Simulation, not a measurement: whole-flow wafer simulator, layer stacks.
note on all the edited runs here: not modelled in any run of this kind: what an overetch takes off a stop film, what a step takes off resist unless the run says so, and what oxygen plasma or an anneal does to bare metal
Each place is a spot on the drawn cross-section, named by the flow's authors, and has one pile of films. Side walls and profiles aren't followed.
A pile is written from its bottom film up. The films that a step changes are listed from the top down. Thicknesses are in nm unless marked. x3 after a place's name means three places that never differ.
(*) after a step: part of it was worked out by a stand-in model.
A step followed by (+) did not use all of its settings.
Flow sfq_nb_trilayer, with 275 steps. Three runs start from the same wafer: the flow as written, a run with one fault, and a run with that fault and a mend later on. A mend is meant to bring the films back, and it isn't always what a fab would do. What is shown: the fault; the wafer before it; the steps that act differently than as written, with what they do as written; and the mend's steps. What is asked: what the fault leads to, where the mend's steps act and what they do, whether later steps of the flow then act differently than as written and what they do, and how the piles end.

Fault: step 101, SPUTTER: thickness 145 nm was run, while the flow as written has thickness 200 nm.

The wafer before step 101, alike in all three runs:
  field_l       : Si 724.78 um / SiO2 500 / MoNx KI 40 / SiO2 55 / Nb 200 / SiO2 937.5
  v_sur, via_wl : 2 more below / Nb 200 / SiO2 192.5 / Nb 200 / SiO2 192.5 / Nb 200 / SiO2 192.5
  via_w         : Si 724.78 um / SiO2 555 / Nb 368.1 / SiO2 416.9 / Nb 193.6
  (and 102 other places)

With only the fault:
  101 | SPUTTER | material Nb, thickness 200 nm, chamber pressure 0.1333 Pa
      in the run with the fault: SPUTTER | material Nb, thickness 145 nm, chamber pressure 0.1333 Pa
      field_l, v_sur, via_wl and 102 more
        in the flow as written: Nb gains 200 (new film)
        in the run with the fault: Nb gains 145 (new film)
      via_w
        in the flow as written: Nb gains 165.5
        in the run with the fault: Nb gains 119.7
  Steps later in the flow that act otherwise than as written (4 more steps, not shown, differ only slightly: by at most 2% or 0.5 nm, whichever is larger):
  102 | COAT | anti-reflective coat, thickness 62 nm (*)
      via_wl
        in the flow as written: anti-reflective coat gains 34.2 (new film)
        in the run with the fault: anti-reflective coat gains 32.6 (new film)
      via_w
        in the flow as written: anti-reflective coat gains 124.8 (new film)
        in the run with the fault: anti-reflective coat gains 121.8 (new film)
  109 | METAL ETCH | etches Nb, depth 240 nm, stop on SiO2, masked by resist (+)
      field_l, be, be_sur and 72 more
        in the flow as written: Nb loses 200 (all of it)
        in the run with the fault: Nb loses 145 (all of it)
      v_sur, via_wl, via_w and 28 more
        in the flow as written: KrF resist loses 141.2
        in the run with the fault: KrF resist loses 127.9
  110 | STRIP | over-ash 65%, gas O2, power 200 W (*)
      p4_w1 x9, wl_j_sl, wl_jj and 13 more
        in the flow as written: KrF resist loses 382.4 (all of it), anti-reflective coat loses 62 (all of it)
        in the run with the fault: KrF resist loses 395.6 (all of it), anti-reflective coat loses 62 (all of it)
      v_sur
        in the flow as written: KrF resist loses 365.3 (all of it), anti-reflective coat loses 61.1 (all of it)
        in the run with the fault: KrF resist loses 379.1 (all of it), anti-reflective coat loses 60.8 (all of it)
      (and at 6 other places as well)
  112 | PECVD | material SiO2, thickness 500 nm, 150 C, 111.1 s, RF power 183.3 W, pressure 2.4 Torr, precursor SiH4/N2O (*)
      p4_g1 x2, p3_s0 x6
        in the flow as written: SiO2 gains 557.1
        in the run with the fault: SiO2 gains 502.1
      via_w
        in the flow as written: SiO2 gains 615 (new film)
        in the run with the fault: SiO2 gains 600.3 (new film)
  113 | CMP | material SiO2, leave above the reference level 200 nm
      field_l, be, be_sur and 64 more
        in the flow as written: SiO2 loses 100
        in the run with the fault: SiO2 loses 155
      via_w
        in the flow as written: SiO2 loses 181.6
        in the run with the fault: SiO2 loses 176.1
  At v_sur, via_wl, via_w and 86 more, the piles at the end differ from the flow's by more than 2% or 0.5 nm, whichever is larger.
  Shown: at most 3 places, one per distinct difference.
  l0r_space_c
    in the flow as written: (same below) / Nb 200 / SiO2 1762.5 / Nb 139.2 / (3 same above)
    in the run with the fault: (same below) / Nb 200 / SiO2 1707.5 / Nb 139.2 / (3 same above)
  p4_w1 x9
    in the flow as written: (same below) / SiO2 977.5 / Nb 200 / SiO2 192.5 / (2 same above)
    in the run with the fault: (same below) / SiO2 977.5 / Nb 145 / SiO2 192.5 / (2 same above)
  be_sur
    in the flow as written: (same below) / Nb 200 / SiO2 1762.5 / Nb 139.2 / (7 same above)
    in the run with the fault: (same below) / Nb 200 / SiO2 1707.5 / Nb 139.2 / (7 same above)

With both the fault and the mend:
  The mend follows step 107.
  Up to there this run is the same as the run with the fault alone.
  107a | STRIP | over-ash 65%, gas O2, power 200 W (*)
      p4_fl x3, p4_g1 x2, p3_s0 x6 and 42 more
        anti-reflective coat loses 62 (all of it)
      p4_w1 x9, wl_j_sl, wl_jj and 13 more
        KrF resist loses 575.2 (all of it), anti-reflective coat loses 62 (all of it)
      r_sur, res, r_end and 9 more
        anti-reflective coat loses 61.8 (all of it)
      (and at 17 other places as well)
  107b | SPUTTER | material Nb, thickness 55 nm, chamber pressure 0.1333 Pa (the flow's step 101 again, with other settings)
      field_l, v_sur, via_wl and 102 more
        Nb gains 55
      via_w
        Nb gains 42.9
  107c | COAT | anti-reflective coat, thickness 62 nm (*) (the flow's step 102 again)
      p4_fl x3, p4_w1 x9, p4_g1 x2 and 63 more
        anti-reflective coat gains 62 (new film)
      res, r_end, moat and 8 more
        anti-reflective coat gains 61.8 (new film)
      jj_sur, ce_l, c5j, ce_r, sp_r, be_r, r_sur
        anti-reflective coat gains 61.7 (new film)
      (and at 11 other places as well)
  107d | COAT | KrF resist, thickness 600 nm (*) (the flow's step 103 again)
      p4_fl x3, p4_w1 x9, p4_g1 x2 and 63 more
        KrF resist gains 600 (new film)
      r_end, moat, field_r, lsp_l, lsp_r, l0_sur
        KrF resist gains 599.4 (new film)
      be_r, r_sur, res, l0v
        KrF resist gains 599.3 (new film)
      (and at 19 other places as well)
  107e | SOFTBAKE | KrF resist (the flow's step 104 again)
      does not change any film at any place that is followed
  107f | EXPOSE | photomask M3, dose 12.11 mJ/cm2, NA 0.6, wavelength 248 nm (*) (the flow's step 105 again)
      does not change any film at any place that is followed
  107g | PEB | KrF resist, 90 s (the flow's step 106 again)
      wire, be, be_sur and 96 more
        KrF resist loses 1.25
      field_l, via_v
        KrF resist loses 1.24
      via_wl, via_wr
        KrF resist loses 1.26
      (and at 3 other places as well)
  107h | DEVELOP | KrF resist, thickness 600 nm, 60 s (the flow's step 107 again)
      p4_fl x3, p4_g1 x2, p3_s0 x6 and 42 more
        KrF resist loses 598.7 (all of it)
      v_sur, via_wl, via_w and 28 more
        KrF resist loses 23.5
      field_r, lsp_l, ln_m5, lsp_m, ln_m6, lsp_r, l0_sur
        KrF resist loses 598.2 (all of it)
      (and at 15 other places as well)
  None of the later steps of the flow differs from how it acts as written, at any place that is followed, by more than 2% or 0.5 nm, whichever is larger.
  The piles end only slightly different from the flow's at the places that both follow, by no more than 2% or 0.5 nm, whichever is larger.
